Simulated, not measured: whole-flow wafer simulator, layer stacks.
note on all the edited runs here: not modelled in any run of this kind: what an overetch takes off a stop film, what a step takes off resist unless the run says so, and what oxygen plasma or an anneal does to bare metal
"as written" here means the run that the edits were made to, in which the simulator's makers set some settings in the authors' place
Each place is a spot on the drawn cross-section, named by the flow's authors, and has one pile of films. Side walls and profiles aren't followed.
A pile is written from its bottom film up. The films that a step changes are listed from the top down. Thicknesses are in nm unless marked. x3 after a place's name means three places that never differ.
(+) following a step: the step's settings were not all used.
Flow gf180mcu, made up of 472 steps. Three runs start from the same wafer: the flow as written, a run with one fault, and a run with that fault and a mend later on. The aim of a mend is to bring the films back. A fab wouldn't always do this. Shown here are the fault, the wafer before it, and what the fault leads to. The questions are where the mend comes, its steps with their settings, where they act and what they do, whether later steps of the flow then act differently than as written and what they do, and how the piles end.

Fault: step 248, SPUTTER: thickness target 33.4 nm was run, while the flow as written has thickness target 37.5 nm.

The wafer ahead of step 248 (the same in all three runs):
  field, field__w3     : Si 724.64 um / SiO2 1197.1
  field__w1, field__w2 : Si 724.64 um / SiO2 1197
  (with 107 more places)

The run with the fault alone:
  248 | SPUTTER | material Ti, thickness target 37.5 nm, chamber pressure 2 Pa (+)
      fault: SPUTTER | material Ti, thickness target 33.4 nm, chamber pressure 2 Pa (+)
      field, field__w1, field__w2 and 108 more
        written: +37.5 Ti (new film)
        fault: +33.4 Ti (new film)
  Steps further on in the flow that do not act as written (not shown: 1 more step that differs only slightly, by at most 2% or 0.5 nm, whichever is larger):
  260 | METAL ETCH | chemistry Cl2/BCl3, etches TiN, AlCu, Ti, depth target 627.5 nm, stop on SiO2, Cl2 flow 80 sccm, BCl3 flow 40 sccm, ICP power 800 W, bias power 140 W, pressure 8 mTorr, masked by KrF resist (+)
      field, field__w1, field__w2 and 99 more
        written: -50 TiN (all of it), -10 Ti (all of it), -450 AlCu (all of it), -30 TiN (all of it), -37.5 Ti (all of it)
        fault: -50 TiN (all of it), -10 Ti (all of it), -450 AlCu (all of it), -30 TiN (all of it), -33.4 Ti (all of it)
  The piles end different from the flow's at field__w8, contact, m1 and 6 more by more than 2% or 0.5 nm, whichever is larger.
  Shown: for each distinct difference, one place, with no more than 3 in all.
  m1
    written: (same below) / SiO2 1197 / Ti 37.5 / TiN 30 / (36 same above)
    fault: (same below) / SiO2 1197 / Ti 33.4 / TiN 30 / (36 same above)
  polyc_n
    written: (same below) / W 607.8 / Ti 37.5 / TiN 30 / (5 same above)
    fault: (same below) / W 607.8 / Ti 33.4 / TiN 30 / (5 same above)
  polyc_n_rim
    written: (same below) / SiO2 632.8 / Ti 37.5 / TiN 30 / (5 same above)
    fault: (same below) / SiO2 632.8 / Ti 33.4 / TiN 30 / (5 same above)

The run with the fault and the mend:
  After step 248 comes the mend.
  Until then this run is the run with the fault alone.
  248a | SPUTTER | material Ti, thickness target 4.1 nm, chamber pressure 2 Pa (+) (the flow's step 248 again, with other settings)
      field, field__w1, field__w2 and 108 more
        +4.1 Ti
  Every later step of the flow that is run acts as written at every place that is followed.
  By the end, the piles equal the flow's at every place that both follow.
